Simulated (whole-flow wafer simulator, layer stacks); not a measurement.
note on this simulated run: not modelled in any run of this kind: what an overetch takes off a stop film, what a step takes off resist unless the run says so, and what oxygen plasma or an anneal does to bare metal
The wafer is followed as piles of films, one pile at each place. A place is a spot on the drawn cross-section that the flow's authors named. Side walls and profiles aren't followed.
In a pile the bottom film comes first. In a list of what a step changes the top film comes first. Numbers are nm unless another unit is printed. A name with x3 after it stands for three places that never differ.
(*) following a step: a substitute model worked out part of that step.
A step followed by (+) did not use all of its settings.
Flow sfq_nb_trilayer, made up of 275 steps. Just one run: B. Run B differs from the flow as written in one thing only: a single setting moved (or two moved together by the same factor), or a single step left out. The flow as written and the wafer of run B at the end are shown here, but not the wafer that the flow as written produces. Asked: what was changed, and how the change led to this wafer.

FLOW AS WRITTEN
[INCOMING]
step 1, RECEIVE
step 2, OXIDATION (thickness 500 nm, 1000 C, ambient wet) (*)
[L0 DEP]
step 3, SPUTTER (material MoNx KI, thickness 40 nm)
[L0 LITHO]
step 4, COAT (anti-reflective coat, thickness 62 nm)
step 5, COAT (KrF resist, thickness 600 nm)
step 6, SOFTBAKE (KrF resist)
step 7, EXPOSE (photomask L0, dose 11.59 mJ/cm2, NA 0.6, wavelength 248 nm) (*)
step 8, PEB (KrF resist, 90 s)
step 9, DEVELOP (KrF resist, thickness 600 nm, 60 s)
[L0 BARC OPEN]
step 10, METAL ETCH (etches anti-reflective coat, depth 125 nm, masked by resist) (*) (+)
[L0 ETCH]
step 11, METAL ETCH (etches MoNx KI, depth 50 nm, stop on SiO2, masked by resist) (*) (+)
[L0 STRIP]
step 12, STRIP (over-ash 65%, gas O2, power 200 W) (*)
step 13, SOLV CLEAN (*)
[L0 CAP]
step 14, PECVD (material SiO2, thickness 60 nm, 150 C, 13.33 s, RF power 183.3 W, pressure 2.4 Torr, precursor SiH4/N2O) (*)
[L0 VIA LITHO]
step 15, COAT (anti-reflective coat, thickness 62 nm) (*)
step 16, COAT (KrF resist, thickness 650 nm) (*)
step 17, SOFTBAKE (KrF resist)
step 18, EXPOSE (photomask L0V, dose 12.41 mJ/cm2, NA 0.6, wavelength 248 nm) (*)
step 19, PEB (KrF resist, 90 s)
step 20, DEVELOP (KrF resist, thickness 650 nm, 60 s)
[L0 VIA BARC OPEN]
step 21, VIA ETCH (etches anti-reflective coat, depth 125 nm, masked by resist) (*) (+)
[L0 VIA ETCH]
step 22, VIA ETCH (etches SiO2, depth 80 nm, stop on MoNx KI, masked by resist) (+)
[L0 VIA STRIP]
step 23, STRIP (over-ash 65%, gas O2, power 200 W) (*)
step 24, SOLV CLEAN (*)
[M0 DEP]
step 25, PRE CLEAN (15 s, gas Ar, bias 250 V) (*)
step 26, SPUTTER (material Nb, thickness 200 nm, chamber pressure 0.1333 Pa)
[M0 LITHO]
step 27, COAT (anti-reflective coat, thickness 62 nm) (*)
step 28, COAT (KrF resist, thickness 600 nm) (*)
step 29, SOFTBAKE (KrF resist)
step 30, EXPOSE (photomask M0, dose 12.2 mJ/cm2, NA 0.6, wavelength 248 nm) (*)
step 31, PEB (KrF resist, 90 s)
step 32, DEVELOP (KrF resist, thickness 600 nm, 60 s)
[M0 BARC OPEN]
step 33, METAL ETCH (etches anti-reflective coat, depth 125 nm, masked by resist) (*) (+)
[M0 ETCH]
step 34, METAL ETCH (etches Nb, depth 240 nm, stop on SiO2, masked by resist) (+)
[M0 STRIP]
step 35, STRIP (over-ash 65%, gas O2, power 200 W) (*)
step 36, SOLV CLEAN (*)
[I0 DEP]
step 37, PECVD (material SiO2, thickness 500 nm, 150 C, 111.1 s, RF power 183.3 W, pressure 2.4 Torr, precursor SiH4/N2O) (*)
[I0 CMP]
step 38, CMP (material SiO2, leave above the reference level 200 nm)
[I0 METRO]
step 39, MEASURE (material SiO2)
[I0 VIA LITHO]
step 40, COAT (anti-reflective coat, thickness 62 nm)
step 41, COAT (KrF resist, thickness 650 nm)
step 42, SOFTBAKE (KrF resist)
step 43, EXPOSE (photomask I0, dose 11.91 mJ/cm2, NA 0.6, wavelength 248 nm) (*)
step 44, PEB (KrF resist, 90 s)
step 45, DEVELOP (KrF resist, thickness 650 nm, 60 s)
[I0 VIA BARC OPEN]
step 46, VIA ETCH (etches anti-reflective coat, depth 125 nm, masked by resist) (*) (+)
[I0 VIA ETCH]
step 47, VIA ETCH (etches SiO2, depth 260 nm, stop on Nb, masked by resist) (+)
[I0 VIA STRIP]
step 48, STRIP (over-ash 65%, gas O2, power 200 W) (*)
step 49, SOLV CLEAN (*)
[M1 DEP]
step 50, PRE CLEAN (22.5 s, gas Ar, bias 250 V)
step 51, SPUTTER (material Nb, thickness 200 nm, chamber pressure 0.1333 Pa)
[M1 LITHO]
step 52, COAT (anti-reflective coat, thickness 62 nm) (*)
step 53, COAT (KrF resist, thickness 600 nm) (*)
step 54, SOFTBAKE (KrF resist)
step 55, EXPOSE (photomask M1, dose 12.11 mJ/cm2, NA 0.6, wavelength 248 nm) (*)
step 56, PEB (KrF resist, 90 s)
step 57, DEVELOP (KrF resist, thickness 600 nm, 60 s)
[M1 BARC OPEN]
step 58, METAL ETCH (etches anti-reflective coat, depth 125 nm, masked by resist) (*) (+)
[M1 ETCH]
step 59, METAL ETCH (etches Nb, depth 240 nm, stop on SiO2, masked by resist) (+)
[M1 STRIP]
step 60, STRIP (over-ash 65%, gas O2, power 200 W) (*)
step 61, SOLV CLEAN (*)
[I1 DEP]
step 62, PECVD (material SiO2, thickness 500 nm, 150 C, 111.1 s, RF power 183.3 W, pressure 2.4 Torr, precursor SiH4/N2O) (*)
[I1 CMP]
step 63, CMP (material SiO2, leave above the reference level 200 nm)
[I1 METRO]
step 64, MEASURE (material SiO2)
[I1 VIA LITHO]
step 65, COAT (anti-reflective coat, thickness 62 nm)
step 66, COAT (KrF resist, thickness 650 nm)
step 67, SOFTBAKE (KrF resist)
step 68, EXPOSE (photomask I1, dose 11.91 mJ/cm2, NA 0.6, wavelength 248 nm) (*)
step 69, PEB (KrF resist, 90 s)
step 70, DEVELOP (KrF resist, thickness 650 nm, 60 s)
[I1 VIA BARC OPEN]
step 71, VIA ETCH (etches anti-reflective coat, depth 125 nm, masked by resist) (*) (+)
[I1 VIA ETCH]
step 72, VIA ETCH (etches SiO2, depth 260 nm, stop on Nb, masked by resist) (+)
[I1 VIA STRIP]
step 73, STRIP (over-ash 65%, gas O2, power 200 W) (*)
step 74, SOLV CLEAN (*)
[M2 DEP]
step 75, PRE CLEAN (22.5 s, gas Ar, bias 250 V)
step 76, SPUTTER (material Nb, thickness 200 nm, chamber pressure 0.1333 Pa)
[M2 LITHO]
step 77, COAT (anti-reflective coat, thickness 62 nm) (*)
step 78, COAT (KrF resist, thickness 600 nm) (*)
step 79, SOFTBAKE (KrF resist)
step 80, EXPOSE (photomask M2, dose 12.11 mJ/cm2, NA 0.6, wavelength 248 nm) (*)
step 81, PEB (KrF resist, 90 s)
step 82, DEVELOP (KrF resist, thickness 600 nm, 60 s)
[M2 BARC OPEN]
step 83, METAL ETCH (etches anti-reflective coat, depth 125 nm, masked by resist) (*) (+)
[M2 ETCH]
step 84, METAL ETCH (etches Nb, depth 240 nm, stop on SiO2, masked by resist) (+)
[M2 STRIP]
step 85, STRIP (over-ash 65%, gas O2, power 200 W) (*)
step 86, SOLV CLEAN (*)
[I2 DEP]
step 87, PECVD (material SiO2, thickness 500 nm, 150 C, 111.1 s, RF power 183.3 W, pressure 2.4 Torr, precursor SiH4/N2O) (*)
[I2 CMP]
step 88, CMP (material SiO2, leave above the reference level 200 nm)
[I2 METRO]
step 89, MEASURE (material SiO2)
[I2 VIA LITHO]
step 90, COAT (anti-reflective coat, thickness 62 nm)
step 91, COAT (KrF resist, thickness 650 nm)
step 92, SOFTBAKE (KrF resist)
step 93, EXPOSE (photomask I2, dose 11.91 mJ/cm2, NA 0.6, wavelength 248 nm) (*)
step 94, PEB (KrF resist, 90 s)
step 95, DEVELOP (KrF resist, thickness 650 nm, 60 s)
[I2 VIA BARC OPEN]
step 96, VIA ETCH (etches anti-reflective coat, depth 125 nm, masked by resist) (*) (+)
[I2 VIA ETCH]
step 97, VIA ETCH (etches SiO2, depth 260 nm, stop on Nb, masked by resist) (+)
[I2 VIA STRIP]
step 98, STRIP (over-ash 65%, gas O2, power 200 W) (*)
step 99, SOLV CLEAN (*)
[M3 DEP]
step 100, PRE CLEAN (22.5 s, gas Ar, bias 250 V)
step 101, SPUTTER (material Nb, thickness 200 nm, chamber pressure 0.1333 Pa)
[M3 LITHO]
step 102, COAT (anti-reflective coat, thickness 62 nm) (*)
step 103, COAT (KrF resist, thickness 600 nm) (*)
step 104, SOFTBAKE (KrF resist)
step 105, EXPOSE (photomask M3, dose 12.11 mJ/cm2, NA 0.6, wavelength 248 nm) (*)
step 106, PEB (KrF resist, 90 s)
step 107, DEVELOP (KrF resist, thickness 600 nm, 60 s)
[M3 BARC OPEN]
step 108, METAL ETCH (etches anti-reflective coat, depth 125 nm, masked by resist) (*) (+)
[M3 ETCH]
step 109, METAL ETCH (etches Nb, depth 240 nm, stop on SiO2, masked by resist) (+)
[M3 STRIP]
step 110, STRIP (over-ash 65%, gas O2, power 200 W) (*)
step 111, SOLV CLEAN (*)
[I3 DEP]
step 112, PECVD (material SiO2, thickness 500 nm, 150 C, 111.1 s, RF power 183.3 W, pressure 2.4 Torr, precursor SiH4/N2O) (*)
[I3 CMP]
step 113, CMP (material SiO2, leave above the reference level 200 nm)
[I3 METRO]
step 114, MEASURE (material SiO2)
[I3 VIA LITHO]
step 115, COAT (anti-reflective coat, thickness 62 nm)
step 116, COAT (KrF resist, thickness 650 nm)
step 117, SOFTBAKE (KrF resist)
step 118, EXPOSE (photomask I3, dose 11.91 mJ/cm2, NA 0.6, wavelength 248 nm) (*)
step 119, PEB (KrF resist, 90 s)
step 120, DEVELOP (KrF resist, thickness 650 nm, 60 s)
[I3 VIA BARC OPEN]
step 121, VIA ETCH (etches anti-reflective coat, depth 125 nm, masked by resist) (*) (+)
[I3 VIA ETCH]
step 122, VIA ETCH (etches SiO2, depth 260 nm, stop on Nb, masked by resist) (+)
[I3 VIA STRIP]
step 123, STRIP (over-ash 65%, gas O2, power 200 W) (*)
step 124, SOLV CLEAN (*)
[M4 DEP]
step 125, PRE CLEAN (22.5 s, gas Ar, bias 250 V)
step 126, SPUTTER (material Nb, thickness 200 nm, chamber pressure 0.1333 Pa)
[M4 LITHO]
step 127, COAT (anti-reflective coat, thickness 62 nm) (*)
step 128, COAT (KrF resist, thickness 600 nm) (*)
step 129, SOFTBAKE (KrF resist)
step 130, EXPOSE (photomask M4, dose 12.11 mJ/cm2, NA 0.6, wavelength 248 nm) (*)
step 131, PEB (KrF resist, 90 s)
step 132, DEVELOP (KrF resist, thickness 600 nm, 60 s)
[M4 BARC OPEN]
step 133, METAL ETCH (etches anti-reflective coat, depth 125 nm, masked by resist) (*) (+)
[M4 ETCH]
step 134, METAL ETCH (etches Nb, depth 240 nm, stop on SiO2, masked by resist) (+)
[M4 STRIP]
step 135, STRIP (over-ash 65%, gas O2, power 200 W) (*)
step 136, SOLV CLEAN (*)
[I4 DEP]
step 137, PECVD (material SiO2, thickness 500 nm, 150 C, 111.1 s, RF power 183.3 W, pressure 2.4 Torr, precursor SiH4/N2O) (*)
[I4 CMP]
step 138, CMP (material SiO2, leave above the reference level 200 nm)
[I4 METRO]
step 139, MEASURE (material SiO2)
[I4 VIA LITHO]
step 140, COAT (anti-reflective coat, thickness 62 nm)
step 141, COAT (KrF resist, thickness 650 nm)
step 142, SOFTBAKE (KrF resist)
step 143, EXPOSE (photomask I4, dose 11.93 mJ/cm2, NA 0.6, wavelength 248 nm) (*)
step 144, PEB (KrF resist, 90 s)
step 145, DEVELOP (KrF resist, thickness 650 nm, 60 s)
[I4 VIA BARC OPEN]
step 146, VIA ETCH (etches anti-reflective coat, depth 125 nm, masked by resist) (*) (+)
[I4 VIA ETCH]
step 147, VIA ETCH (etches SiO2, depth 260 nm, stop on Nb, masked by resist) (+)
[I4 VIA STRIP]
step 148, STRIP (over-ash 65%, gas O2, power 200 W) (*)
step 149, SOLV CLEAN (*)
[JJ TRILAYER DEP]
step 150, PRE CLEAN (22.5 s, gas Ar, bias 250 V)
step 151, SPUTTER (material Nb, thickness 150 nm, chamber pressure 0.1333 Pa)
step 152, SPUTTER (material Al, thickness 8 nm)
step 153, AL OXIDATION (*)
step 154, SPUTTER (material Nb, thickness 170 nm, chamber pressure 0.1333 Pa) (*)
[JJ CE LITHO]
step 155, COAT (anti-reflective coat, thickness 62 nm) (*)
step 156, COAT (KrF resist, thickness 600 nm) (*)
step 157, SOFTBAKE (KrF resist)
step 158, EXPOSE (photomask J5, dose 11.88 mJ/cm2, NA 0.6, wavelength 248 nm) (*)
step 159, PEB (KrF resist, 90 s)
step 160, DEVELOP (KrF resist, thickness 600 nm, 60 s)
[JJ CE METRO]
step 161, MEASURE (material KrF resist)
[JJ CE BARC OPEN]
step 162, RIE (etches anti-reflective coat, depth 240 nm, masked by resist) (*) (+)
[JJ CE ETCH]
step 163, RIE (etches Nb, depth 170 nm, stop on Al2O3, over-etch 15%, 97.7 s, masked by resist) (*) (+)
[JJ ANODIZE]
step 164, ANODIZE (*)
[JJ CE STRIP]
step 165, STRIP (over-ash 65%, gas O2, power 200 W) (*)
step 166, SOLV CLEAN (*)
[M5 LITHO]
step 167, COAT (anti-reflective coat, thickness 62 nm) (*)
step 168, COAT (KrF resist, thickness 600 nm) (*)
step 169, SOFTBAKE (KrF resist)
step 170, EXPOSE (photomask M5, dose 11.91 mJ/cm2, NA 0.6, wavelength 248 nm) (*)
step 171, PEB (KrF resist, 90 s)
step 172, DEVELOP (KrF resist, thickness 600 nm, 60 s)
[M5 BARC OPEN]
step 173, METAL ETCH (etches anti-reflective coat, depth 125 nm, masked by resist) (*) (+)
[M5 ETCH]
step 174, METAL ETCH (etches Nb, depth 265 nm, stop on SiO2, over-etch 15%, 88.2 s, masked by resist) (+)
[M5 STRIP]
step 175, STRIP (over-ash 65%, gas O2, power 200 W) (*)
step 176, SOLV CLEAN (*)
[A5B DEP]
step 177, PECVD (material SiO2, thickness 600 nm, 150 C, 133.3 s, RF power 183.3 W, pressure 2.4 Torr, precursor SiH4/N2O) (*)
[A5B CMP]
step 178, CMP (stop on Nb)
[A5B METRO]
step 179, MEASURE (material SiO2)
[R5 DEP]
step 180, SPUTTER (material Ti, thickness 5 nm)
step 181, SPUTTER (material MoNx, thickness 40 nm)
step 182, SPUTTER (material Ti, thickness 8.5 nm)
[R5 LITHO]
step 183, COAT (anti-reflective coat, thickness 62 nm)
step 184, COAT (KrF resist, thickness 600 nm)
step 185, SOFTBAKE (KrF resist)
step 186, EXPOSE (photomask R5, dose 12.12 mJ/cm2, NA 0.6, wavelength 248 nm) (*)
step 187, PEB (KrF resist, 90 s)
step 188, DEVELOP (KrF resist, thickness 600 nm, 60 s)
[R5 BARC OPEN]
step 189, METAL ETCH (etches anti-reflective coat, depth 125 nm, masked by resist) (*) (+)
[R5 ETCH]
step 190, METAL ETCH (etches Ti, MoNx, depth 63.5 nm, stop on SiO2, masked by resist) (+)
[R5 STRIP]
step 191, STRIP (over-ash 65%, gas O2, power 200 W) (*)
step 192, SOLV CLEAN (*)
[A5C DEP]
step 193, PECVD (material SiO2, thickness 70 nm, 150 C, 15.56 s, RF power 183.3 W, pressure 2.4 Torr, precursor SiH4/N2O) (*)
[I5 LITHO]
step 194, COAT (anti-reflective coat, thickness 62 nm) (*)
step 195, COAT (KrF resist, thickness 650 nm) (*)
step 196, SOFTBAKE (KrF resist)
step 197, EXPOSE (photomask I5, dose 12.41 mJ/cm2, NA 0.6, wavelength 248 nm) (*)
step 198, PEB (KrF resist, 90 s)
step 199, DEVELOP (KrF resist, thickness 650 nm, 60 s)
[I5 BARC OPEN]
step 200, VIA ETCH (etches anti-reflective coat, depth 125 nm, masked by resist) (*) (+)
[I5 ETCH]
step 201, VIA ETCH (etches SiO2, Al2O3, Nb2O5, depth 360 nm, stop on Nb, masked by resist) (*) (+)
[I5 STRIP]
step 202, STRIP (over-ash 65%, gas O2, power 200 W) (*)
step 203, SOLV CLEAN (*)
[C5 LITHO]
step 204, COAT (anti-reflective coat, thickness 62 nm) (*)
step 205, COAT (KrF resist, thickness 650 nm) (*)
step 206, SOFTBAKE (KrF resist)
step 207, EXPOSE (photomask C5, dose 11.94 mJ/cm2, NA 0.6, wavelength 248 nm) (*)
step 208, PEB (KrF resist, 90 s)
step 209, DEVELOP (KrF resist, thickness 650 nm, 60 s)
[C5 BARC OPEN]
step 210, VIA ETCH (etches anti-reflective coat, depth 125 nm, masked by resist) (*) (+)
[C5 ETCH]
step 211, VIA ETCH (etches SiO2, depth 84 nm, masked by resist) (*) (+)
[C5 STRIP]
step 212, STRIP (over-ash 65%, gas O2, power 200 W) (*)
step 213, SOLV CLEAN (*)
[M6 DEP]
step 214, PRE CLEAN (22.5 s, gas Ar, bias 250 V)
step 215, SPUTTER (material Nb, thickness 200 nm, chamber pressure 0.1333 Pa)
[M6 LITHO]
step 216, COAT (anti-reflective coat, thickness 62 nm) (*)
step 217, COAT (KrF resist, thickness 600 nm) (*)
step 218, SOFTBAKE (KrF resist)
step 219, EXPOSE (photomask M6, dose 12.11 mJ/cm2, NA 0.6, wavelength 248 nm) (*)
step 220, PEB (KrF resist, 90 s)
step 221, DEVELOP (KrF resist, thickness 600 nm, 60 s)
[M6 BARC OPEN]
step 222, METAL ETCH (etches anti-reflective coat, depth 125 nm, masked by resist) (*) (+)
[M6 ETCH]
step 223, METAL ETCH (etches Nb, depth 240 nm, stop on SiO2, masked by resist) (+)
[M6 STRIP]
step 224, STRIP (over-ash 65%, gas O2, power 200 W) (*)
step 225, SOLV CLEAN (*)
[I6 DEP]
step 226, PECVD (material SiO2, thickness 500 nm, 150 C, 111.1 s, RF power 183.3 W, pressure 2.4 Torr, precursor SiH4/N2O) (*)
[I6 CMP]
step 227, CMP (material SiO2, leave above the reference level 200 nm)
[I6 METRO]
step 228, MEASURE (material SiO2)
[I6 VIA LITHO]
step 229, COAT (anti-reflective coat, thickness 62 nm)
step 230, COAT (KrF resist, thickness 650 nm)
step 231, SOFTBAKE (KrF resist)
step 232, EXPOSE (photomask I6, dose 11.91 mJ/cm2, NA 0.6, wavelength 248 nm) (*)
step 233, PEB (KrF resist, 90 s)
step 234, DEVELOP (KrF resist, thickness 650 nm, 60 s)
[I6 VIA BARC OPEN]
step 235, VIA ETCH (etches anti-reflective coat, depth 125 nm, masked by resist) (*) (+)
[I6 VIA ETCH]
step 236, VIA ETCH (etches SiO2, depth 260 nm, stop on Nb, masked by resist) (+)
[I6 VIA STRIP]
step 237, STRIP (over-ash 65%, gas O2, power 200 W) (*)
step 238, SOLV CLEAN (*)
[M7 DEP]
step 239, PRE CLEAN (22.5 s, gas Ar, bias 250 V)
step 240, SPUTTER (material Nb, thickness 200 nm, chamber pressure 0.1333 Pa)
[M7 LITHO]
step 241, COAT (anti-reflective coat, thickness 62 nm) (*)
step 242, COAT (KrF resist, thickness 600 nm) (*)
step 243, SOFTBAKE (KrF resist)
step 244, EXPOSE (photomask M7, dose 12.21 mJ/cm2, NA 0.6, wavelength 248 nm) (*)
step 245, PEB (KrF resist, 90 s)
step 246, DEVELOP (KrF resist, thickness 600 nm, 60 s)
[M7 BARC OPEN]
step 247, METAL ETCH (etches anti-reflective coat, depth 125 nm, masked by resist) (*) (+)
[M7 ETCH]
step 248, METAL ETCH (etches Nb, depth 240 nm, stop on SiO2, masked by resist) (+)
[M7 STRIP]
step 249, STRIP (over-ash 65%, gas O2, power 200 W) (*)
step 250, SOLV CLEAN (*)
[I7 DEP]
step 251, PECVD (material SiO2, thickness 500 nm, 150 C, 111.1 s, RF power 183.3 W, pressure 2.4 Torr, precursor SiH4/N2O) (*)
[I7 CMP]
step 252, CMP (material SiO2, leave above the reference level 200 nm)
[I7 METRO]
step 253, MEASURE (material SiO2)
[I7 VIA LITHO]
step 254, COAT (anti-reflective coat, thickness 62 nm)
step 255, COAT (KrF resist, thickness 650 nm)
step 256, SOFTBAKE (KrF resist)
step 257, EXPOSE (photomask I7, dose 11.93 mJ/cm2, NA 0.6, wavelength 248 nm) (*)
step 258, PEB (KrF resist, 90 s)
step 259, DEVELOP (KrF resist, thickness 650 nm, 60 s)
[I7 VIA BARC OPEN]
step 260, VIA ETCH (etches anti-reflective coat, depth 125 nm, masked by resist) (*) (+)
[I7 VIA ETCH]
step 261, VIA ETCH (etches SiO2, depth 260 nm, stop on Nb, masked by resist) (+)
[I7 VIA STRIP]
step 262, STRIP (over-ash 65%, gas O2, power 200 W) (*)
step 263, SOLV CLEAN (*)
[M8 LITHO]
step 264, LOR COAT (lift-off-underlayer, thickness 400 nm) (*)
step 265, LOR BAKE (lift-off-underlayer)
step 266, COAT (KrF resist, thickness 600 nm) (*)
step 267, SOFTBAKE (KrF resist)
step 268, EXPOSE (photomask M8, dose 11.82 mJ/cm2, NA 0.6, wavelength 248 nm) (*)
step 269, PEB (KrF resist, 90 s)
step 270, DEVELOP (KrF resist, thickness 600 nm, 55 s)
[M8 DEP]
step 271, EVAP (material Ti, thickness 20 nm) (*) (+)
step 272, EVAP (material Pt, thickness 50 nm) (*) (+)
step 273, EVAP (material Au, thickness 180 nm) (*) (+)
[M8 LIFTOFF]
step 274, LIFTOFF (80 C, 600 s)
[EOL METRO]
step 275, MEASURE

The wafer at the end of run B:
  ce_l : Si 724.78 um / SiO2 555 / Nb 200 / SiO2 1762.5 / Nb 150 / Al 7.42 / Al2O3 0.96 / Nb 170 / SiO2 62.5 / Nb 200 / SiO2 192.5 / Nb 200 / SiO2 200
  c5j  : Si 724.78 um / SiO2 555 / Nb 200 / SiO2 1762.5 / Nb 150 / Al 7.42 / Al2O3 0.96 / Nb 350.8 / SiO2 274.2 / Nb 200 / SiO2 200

The reason: step 190, METAL ETCH: depth 53.3 nm was run, whereas the flow has depth 63.5 nm.

The path from the change to this, step by step:
  step 190, METAL ETCH (etches Ti, MoNx, depth 63.5 nm, stop on SiO2, masked by resist) (+)
      ce_l, c5j, ce_r, wl_jj: Ti loses 8.5 (all of it), MoNx loses 40 (all of it), Ti loses 5 (all of it) (it would be, as written: Ti loses 8.5 (all of it), MoNx loses 40 (all of it), Ti loses 5 (all of it), Nb loses 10)
      be_r, r_sur, res, r_end, r5r_line_l, r5r_line_c, r5r_line_r: KrF resist loses 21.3 (it would be, as written: KrF resist loses 25.4)
  step 194, COAT (anti-reflective coat, thickness 62 nm) (*)
      wl_j_sl, wl_j_sr: anti-reflective coat gains 62 (new film) (it would be, as written: anti-reflective coat gains 60.2 (new film))
      jj_sur: anti-reflective coat gains 62.8 (new film) (it would be, as written: anti-reflective coat gains 60.8 (new film))
      (also at 5 further places)
  step 202, STRIP (over-ash 65%, gas O2, power 200 W) (*)
      wl_j_sl, wl_j_sr: KrF resist loses 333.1 (all of it), anti-reflective coat loses 62 (all of it) (it would be, as written: KrF resist loses 333.3 (all of it), anti-reflective coat loses 60.2 (all of it))
      jj_sur: KrF resist loses 336.9 (all of it), anti-reflective coat loses 62.8 (all of it) (it would be, as written: KrF resist loses 337.2 (all of it), anti-reflective coat loses 60.8 (all of it))
      (also at 5 further places)
  step 204, COAT (anti-reflective coat, thickness 62 nm) (*)
      wl_j_sl, wl_j_sr: anti-reflective coat gains 62 (new film) (it would be, as written: anti-reflective coat gains 60.2 (new film))
      jj_sur: anti-reflective coat gains 61.3 (new film) (it would be, as written: anti-reflective coat gains 59.5 (new film))
      (also at 5 further places)
  step 210, VIA ETCH (etches anti-reflective coat, depth 125 nm, masked by resist) (*) (+)
      c5j: anti-reflective coat loses 61.3 (all of it), SiO2 loses 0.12 (it would be, as written: anti-reflective coat loses 63.9 (all of it), SiO2 loses 0.11)
  step 212, STRIP (over-ash 65%, gas O2, power 200 W) (*)
      wl_j_sl, wl_j_sr: KrF resist loses 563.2 (all of it), anti-reflective coat loses 62 (all of it) (it would be, as written: KrF resist loses 563.4 (all of it), anti-reflective coat loses 60.2 (all of it))
      jj_sur: KrF resist loses 561.8 (all of it), anti-reflective coat loses 61.3 (all of it) (it would be, as written: KrF resist loses 562 (all of it), anti-reflective coat loses 59.5 (all of it))
      (also at 4 further places)
  step 216, COAT (anti-reflective coat, thickness 62 nm) (*)
      wl_j_sl, wl_j_sr: anti-reflective coat gains 62 (new film) (it would be, as written: anti-reflective coat gains 60.2 (new film))
      jj_sur: anti-reflective coat gains 58.6 (new film) (it would be, as written: anti-reflective coat gains 56.1 (new film))
      (also at 5 further places)
  step 224, STRIP (over-ash 65%, gas O2, power 200 W) (*)
      wl_j_sl, wl_j_sr: KrF resist loses 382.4 (all of it), anti-reflective coat loses 62 (all of it) (it would be, as written: KrF resist loses 382.5 (all of it), anti-reflective coat loses 60.2 (all of it))
      jj_sur: KrF resist loses 377.9 (all of it), anti-reflective coat loses 58.6 (all of it) (it would be, as written: KrF resist loses 378.5 (all of it), anti-reflective coat loses 56.1 (all of it))
      (also at 5 further places)
  step 227, CMP (material SiO2, leave above the reference level 200 nm)
      ce_l, ce_r, wl_jj: SiO2 loses 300 (it would be, as written: SiO2 loses 290)
      c5j: SiO2 loses 233 (it would be, as written: SiO2 loses 223)
